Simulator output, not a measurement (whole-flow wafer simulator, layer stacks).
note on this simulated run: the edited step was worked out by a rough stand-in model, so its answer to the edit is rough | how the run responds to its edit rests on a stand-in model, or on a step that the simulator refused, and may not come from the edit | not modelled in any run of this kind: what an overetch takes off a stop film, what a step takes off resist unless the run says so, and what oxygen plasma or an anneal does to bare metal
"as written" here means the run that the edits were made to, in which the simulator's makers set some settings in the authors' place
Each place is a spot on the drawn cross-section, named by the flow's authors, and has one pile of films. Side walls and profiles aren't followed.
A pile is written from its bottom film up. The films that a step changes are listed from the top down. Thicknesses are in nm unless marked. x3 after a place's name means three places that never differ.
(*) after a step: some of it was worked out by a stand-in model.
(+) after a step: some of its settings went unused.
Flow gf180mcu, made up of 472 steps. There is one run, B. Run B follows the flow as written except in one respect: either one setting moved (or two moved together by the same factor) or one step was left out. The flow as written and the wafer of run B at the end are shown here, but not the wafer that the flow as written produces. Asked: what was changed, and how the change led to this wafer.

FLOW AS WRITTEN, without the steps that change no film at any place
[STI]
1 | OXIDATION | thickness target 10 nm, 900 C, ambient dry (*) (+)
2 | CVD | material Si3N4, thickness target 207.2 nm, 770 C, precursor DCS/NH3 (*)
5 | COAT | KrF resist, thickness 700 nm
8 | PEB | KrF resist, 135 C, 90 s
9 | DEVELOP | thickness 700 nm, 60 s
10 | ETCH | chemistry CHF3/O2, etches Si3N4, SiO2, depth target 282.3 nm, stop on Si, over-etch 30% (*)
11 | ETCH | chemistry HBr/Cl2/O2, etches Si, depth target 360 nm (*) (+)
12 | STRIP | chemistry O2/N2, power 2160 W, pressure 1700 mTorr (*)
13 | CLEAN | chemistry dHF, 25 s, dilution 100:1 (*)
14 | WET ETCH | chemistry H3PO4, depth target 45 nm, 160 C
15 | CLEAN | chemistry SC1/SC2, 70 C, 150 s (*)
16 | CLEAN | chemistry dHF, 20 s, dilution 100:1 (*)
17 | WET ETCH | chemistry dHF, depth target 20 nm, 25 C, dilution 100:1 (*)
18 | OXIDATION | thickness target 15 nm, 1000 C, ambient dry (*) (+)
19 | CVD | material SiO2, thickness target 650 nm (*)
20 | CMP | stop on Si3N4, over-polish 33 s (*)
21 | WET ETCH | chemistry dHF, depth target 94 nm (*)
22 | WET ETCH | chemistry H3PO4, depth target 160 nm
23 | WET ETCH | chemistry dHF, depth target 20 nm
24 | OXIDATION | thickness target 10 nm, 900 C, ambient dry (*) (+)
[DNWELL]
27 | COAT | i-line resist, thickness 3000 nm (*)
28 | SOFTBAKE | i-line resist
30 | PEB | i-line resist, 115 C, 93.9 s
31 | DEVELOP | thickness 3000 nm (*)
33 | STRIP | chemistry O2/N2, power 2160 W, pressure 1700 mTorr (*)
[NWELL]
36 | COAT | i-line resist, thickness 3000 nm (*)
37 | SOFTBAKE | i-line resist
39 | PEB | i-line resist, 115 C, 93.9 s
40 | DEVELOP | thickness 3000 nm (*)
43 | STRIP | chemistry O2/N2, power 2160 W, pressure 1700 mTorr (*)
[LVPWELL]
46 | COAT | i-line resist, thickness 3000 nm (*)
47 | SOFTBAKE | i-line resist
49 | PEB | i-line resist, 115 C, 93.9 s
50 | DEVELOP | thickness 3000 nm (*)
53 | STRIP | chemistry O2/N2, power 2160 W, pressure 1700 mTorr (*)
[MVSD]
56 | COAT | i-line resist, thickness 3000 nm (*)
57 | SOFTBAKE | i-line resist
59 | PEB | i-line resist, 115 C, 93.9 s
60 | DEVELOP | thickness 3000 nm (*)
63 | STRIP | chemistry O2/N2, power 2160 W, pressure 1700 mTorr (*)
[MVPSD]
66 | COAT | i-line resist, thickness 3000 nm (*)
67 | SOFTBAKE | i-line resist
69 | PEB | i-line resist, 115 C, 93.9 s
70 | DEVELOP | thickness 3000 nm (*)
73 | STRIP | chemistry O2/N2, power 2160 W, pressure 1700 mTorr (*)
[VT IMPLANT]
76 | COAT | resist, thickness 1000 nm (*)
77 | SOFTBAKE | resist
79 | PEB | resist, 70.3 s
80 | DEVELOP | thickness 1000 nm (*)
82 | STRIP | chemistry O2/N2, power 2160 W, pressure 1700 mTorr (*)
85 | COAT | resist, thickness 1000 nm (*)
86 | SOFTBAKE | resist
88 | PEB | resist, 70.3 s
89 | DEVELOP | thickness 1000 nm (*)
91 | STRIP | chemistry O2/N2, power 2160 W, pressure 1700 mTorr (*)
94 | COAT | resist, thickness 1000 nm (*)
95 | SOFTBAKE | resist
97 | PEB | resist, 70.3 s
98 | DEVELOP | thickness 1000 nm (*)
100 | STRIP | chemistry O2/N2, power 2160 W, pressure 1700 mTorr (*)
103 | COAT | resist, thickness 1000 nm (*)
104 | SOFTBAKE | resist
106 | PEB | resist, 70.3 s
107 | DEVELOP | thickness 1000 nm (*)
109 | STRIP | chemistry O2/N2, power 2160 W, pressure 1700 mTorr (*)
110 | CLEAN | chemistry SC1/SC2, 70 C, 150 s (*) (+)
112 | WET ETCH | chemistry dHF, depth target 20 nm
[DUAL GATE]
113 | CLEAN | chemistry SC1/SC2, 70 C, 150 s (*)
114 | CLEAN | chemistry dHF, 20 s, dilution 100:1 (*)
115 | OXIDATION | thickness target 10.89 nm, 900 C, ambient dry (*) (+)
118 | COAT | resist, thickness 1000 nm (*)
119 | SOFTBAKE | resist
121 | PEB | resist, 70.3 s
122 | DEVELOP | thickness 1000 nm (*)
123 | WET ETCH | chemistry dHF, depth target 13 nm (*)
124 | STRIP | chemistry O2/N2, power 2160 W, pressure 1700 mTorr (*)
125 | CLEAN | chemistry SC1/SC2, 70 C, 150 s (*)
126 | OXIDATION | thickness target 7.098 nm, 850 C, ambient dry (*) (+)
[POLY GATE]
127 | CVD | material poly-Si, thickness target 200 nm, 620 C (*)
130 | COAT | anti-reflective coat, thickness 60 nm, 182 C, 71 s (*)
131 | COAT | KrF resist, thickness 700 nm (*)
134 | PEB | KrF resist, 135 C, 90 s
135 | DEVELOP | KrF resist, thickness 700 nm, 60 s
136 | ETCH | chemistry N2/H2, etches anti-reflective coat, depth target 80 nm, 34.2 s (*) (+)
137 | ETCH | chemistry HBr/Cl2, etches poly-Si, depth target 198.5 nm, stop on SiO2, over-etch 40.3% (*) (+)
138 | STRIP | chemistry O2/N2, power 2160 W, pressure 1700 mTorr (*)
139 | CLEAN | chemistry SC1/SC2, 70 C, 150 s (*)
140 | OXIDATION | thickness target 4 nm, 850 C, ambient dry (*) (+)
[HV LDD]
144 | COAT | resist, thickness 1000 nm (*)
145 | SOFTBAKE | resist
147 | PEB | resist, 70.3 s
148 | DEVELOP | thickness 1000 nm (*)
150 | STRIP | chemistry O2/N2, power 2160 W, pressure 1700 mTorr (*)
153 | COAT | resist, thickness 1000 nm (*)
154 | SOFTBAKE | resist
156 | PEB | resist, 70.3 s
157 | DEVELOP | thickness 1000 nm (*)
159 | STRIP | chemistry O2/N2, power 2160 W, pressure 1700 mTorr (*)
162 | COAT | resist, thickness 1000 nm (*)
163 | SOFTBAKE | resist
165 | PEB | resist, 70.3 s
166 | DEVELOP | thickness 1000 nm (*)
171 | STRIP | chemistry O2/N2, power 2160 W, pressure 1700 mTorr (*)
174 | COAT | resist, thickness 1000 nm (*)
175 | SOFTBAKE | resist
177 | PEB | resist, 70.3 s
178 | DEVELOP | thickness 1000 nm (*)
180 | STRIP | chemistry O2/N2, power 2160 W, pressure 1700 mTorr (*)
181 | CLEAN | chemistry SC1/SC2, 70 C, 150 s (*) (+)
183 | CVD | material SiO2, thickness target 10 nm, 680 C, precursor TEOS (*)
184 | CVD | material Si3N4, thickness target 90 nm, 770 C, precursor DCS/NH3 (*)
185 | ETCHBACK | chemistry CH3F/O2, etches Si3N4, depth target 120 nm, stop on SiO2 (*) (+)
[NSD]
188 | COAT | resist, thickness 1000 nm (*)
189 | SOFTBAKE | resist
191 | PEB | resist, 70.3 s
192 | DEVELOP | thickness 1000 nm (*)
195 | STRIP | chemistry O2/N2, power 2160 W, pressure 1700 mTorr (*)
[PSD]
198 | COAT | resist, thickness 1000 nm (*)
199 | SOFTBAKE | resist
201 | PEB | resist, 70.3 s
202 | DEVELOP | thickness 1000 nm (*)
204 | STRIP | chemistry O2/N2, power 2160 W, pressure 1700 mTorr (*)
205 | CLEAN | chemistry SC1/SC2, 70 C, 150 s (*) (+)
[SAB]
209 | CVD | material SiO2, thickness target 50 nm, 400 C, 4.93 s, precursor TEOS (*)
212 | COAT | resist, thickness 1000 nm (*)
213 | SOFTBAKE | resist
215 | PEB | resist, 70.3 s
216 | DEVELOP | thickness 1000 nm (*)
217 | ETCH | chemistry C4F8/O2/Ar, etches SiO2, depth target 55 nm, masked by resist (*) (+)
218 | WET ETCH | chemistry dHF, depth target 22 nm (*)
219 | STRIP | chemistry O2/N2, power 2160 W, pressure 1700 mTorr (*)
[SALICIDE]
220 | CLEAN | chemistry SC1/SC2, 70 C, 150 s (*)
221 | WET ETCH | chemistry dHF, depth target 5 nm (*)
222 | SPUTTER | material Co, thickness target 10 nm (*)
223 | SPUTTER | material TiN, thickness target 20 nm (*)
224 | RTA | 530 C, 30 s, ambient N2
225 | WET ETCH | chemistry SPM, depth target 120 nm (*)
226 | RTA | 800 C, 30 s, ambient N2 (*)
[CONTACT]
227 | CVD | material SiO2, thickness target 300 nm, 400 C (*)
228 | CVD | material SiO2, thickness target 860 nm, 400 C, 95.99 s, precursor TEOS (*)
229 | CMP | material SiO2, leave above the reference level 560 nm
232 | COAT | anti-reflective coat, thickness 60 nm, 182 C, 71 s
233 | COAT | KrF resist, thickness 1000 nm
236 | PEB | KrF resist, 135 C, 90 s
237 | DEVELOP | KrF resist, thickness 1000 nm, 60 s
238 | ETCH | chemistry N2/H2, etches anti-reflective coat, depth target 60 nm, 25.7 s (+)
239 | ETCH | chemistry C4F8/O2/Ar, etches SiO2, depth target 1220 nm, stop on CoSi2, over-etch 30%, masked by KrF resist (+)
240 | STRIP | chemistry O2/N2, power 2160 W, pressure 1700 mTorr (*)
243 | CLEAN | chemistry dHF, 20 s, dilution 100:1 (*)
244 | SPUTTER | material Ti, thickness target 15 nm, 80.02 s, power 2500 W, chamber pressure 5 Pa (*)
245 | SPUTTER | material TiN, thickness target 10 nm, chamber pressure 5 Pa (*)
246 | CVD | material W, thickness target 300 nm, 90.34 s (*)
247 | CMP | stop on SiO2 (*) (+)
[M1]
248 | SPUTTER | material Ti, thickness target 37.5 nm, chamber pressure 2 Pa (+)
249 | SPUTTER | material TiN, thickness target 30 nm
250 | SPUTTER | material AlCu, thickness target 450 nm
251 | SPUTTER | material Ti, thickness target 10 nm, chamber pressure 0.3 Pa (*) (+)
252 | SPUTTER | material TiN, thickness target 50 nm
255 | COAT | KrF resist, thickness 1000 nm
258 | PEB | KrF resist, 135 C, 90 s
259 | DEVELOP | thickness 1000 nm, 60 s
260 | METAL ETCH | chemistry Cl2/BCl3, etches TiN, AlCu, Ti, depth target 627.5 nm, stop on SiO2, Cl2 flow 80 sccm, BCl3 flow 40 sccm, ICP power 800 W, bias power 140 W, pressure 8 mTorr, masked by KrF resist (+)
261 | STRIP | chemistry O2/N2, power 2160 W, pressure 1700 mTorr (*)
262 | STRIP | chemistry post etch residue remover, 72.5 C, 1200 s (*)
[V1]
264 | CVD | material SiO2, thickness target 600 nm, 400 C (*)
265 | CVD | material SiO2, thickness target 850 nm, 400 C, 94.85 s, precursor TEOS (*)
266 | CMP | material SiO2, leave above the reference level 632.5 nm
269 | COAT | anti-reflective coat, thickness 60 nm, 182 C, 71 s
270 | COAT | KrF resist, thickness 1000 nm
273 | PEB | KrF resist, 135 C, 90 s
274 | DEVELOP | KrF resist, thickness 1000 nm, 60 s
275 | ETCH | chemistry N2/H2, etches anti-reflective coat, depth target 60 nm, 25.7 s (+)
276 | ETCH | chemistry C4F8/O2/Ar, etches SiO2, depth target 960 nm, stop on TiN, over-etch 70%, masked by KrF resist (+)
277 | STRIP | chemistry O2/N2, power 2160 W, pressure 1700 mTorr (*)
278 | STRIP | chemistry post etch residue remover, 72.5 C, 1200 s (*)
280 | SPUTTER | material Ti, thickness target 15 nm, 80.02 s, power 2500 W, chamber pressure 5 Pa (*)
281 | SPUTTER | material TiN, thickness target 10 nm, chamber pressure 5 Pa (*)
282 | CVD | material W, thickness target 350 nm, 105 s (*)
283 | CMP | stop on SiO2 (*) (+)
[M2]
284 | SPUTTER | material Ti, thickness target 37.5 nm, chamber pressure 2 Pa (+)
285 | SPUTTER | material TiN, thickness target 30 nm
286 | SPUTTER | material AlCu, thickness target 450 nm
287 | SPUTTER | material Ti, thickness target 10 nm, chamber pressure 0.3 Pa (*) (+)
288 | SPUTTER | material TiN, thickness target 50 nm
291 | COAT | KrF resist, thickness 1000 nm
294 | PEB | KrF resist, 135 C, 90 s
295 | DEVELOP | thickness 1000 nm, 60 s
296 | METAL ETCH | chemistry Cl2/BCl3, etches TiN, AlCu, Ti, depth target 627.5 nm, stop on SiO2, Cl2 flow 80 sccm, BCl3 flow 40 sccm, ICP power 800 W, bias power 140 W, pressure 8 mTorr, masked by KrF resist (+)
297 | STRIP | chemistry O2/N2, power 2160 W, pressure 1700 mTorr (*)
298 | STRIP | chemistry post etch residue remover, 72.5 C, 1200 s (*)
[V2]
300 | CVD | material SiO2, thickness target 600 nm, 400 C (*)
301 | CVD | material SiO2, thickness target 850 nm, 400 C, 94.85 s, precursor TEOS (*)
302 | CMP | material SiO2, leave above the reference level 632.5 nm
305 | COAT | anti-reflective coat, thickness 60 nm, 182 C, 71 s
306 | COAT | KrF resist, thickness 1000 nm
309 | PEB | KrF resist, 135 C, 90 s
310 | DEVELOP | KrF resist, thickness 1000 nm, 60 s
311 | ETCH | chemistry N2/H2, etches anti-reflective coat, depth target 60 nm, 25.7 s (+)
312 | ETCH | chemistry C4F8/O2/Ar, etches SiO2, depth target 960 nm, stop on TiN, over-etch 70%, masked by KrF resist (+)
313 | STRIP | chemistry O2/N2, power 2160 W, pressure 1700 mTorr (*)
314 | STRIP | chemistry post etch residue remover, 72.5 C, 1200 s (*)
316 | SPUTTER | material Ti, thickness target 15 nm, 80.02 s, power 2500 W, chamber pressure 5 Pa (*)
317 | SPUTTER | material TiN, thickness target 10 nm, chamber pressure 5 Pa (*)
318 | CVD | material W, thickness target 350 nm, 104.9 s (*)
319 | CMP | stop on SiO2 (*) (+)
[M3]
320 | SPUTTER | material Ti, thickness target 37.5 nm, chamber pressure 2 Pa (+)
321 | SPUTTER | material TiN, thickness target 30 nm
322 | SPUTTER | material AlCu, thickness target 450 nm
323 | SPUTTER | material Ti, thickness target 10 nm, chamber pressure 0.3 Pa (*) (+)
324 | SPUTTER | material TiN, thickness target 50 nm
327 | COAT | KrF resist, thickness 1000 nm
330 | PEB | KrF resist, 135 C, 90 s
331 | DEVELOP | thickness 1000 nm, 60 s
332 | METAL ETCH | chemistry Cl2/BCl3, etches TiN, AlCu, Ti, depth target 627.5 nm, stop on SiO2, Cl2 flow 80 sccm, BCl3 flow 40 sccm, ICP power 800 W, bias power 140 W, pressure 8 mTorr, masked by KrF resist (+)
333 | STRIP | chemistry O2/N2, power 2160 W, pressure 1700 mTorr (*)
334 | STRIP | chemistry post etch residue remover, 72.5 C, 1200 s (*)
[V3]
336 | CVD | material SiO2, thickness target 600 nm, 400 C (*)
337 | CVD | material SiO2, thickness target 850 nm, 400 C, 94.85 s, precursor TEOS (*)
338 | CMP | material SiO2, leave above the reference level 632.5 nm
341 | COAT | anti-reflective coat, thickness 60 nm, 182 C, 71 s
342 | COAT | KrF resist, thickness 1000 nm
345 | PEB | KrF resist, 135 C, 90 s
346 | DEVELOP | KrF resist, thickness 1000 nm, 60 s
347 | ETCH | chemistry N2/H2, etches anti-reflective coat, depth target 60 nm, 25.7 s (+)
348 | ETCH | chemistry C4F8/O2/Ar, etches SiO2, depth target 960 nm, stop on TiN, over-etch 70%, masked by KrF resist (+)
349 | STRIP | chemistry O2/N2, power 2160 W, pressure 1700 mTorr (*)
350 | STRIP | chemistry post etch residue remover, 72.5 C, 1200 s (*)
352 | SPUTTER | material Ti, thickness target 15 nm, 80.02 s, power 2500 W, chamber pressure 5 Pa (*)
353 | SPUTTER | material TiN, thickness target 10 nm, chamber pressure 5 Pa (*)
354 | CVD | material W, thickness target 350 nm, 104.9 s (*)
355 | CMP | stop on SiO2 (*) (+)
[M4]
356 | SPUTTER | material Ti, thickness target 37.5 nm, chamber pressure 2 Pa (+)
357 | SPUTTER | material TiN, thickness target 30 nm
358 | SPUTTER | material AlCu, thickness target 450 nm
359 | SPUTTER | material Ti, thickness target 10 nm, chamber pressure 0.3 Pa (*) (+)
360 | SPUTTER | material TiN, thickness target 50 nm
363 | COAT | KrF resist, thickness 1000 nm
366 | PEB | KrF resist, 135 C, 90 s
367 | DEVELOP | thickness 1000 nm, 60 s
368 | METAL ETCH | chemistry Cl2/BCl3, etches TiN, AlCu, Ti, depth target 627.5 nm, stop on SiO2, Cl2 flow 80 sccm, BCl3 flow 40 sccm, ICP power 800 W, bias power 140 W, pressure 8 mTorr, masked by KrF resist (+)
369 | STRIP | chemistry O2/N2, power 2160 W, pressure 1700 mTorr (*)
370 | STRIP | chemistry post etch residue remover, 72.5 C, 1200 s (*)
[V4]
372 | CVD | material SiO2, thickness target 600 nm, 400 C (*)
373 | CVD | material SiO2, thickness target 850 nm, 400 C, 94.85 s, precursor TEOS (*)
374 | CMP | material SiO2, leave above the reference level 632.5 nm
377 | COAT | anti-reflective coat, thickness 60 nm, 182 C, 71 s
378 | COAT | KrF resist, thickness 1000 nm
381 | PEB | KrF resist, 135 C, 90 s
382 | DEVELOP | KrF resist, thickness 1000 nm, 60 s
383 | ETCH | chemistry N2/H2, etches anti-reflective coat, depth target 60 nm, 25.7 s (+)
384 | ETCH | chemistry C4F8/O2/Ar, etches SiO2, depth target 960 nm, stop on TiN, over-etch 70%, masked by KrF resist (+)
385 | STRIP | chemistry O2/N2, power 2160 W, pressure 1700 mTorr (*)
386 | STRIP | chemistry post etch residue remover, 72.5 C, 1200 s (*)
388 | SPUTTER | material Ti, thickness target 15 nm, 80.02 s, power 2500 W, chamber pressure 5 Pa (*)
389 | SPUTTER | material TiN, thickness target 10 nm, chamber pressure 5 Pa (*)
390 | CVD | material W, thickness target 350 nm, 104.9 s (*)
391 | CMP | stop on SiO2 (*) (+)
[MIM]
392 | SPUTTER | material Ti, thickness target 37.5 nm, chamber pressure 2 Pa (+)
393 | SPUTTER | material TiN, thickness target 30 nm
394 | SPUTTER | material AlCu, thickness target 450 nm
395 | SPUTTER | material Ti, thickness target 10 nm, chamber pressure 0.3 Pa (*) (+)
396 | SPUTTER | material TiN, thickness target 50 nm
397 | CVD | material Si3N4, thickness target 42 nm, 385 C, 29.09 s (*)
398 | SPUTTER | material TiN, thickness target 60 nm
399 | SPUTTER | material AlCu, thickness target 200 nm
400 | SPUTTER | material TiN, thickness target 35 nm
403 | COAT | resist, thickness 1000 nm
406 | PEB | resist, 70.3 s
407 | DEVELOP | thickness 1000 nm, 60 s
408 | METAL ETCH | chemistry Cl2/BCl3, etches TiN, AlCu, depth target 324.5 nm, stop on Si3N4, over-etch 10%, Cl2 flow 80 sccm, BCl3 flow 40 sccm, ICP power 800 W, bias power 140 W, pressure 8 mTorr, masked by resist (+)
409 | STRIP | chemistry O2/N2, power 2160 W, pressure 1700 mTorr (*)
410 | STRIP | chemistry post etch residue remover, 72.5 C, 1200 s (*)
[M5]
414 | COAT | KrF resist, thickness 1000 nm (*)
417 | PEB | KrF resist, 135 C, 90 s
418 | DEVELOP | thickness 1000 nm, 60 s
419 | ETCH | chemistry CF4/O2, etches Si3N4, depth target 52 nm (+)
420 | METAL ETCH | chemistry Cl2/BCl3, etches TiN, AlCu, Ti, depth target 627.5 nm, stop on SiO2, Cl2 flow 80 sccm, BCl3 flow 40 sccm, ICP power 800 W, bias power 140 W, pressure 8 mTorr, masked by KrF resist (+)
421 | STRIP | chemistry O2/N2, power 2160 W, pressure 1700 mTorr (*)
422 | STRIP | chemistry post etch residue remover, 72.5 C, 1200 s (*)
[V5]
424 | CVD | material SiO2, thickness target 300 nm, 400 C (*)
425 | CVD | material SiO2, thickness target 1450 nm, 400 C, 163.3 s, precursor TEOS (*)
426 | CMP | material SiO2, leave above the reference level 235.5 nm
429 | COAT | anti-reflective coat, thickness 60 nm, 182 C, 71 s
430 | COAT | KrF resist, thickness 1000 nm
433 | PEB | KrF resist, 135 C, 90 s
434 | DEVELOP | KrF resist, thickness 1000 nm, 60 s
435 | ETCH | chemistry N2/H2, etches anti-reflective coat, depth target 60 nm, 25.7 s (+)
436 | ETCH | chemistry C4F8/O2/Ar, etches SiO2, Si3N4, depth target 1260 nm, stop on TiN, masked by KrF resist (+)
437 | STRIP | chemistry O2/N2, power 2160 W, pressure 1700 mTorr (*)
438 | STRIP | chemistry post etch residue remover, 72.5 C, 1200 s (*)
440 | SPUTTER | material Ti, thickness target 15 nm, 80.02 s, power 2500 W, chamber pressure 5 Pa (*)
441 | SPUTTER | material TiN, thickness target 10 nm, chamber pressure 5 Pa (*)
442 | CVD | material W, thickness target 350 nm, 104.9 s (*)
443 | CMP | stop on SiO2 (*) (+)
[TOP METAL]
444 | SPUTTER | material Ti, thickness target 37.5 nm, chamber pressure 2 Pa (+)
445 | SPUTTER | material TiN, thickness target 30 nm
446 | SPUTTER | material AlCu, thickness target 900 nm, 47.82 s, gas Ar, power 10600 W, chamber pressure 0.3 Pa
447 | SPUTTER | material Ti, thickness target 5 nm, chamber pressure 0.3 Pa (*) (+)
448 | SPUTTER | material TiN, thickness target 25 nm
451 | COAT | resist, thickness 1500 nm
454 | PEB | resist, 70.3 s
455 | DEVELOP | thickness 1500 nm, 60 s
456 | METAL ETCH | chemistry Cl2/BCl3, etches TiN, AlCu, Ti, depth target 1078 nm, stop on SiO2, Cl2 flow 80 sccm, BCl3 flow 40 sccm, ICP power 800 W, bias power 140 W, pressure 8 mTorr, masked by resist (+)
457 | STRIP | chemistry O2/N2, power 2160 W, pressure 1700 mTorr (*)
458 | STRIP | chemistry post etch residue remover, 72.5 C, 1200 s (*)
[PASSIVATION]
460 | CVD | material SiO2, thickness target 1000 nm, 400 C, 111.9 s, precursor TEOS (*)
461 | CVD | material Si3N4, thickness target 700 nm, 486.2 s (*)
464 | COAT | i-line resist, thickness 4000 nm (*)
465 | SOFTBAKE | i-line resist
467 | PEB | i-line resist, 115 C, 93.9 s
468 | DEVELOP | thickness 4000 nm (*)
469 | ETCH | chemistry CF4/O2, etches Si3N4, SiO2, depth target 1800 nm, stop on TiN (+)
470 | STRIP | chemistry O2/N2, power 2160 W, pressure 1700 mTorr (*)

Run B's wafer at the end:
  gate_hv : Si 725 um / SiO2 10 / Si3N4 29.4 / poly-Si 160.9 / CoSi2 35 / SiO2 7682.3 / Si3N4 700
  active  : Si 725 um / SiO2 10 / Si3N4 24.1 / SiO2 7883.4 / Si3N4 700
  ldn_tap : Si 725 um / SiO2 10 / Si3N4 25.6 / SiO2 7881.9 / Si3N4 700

The reason: step 2, CVD: thickness target 250.7 nm was run, while the flow as written has thickness target 207.2 nm.

Step by step, how the change led to this:
  2 | CVD | material Si3N4, thickness target 207.2 nm, 770 C, precursor DCS/NH3 (*)
      field, field_sub, active and 77 more: +250.7 Si3N4 (new film) (in the flow as written it would be: +207.2 Si3N4 (new film))
  10 | ETCH | chemistry CHF3/O2, etches Si3N4, SiO2, depth target 282.3 nm, stop on Si, over-etch 30% (*)
      field, field_sub, sti and 34 more: -250.7 Si3N4 (all of it), -10 SiO2 (all of it), -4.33 Si (in the flow as written it would be: -207.2 Si3N4 (all of it), -10 SiO2 (all of it), -13 Si)
  11 | ETCH | chemistry HBr/Cl2/O2, etches Si, depth target 360 nm (*) (+)
      active, n_well, p_well and 40 more: -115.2 KrF resist (in the flow as written it would be: -112.3 KrF resist)
      field, field_sub, sti and 34 more: -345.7 Si (in the flow as written it would be: -337 Si)
  19 | CVD | material SiO2, thickness target 650 nm (*)
      m1, ld_fp_n, ld_drift_n and 8 more: +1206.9 SiO2 (in the flow as written it would be: +1163.4 SiO2)
  20 | CMP | stop on Si3N4, over-polish 33 s (*)
      sti, mim_1p0, pad and 11 more: -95 SiO2 (in the flow as written it would be: -138.5 SiO2)
      nw_enc_fld, nw_enc_fld_lv: -99 SiO2 (in the flow as written it would be: -142.5 SiO2)
      (also at 10 further places)
  22 | WET ETCH | chemistry H3PO4, depth target 160 nm
      active, n_well, p_well and 40 more: -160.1 Si3N4 (in the flow as written it would be: -150.8 Si3N4 (all of it), -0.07 SiO2)
  23 | WET ETCH | chemistry dHF, depth target 20 nm
      active, n_well, p_well and 40 more: -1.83 Si3N4 (in the flow as written it would be: -9.93 SiO2 (all of it))
  24 | OXIDATION | thickness target 10 nm, 900 C, ambient dry (*) (+)
      active, n_well, p_well and 40 more: nothing (in the flow as written it would be: +10 SiO2 (new film), -4.4 Si)
  28 | SOFTBAKE | i-line resist
      ldn_fp, ldn_drn: +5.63 i-line resist (in the flow as written it would be: +4.83 i-line resist)
      active_nat: +3.39 i-line resist (in the flow as written it would be: +2.84 i-line resist)
      (also at 18 further places)
  37 | SOFTBAKE | i-line resist
      ldn_fp, ldn_drn: +5.63 i-line resist (in the flow as written it would be: +4.83 i-line resist)
      active_nat: +3.39 i-line resist (in the flow as written it would be: +2.84 i-line resist)
      (also at 18 further places)
  47 | SOFTBAKE | i-line resist
      ldn_fp, ldn_drn: +5.63 i-line resist (in the flow as written it would be: +4.83 i-line resist)
      active_nat: +3.39 i-line resist (in the flow as written it would be: +2.84 i-line resist)
      (also at 18 further places)
  57 | SOFTBAKE | i-line resist
      ldn_fp, ldn_drn: +5.63 i-line resist (in the flow as written it would be: +4.83 i-line resist)
      active_nat: +3.39 i-line resist (in the flow as written it would be: +2.84 i-line resist)
      (also at 18 further places)
  67 | SOFTBAKE | i-line resist
      ldn_fp, ldn_drn: +5.63 i-line resist (in the flow as written it would be: +4.83 i-line resist)
      active_nat: +3.39 i-line resist (in the flow as written it would be: +2.84 i-line resist)
      (also at 18 further places)
  112 | WET ETCH | chemistry dHF, depth target 20 nm
      active, n_well, p_well and 40 more: -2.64 Si3N4 (in the flow as written it would be: -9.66 SiO2 (all of it))
  113 | CLEAN | chemistry SC1/SC2, 70 C, 150 s (*)
      active, n_well, p_well and 40 more: -0.07 Si3N4 (in the flow as written it would be: +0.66 chemical SiO2 (new film), -1.83 Si)
  114 | CLEAN | chemistry dHF, 20 s, dilution 100:1 (*)
      active, n_well, p_well and 40 more: -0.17 Si3N4 (in the flow as written it would be: -0.66 chemical SiO2 (all of it))
  ... 28 further steps ...
  471 | ANNEAL | 400 C, 1800 s, ambient N2/H2
      contact: under 49 films: +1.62 void (new film), -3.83 Ti, +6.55 TiSi first (new film), -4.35 Si (in the flow as written it would be: nothing)
With metal films that touch counted as one body, active has 0 bodies; the flow as written gives 1 body.
With metal films that touch counted as one body, ldn_tap has 0 bodies; the flow as written gives 1 body.
